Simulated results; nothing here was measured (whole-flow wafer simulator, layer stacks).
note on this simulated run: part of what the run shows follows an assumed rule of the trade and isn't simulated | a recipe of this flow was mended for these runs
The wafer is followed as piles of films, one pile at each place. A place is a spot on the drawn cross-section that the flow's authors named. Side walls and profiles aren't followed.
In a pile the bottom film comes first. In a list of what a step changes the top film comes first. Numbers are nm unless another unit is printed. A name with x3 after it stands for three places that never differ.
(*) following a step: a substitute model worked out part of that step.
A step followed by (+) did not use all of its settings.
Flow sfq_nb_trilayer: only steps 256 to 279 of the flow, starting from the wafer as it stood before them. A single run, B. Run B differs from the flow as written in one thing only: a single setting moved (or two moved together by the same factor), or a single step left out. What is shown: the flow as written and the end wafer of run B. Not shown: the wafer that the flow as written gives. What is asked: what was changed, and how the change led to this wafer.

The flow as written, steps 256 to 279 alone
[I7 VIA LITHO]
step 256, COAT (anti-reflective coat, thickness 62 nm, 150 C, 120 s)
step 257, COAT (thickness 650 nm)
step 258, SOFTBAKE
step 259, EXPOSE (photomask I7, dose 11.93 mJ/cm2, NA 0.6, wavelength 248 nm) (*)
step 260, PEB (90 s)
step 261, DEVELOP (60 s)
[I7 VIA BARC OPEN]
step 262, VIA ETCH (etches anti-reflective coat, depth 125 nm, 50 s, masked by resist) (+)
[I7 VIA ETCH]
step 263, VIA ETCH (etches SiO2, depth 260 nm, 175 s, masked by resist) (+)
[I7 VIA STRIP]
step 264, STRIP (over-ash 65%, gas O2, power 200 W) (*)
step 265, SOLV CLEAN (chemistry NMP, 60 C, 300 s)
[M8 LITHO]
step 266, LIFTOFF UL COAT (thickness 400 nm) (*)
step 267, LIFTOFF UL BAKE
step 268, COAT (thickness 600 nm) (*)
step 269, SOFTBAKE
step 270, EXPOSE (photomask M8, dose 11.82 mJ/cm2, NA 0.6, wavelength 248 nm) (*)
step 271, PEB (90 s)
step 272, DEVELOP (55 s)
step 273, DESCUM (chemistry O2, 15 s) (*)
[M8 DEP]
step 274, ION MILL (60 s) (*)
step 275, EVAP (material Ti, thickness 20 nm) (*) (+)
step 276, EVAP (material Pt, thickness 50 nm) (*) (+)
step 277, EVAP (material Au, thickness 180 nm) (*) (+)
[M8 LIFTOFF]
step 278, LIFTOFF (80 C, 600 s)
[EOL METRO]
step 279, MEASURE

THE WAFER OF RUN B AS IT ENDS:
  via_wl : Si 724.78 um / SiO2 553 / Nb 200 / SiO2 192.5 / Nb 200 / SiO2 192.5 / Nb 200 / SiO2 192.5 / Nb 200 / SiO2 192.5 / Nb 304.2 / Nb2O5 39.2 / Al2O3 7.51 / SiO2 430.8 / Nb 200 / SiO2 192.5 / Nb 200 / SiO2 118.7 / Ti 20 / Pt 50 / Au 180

The reason: step 262, VIA ETCH: etches anti-reflective coat, depth 125 nm, 50 s, masked by resist (+), was omitted.

Step by step, how the change led to this:
  step 263, VIA ETCH (etches SiO2, depth 260 nm, 175 s, masked by resist) (+)
      via_wl, via_w, via_wr: -62 anti-reflective coat (all of it), -74 SiO2 (as written it would have been: -199.7 SiO2 (all of it), -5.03 Nb)
  step 264, STRIP (over-ash 65%, gas O2, power 200 W) (*)
      field_l, v_sur, via_sp and 100 more: -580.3 KrF-resist-other-grade (all of it), -62 anti-reflective coat (all of it) (as written it would have been: -510.8 KrF-resist-other-grade (all of it), -62 anti-reflective coat (all of it))
  step 266, LIFTOFF UL COAT (thickness 400 nm) (*)
      via_wl, via_wr: +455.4 lift-off-underlayer (new film) (as written it would have been: +553.5 lift-off-underlayer (new film))
      v_sur: +388.7 lift-off-underlayer (new film) (as written it would have been: +368.7 lift-off-underlayer (new film))
      (also at 2 further places)
  step 268, COAT (thickness 600 nm) (*)
      via_wl: +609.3 KrF-resist-other-grade (new film) (as written it would have been: +625.8 KrF-resist-other-grade (new film))
      via_w: +613.6 KrF-resist-other-grade (new film) (as written it would have been: +637.7 KrF-resist-other-grade (new film))
      (also at 1 further place)
  step 272, DEVELOP (55 s)
      v_sur: -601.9 KrF-resist-other-grade (all of it), -388.7 lift-off-underlayer (all of it) (as written it would have been: -607.6 KrF-resist-other-grade (all of it), -368.7 lift-off-underlayer (all of it))
      via_wl: -608 KrF-resist-other-grade (all of it), -455.4 lift-off-underlayer (all of it) (as written it would have been: -624.5 KrF-resist-other-grade (all of it), -553.5 lift-off-underlayer (all of it))
      (also at 3 further places)
  step 274, ION MILL (60 s) (*)
      via_wl, via_w, via_wr: -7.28 SiO2 (as written it would have been: -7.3 Nb)
With metal films that touch counted as one body, via_wl has 8 bodies (between them, from the top down: SiO2 118.7; SiO2 192.5; SiO2 430.8 / Al2O3 7.51 / Nb2O5 39.2; SiO2 192.5; SiO2 192.5; SiO2 192.5; SiO2 192.5); the flow as written gives 7 bodies (between them, from the top down: SiO2 192.5; SiO2 430.8 / Al2O3 7.51 / Nb2O5 39.2; SiO2 192.5; SiO2 192.5; SiO2 192.5; SiO2 192.5).
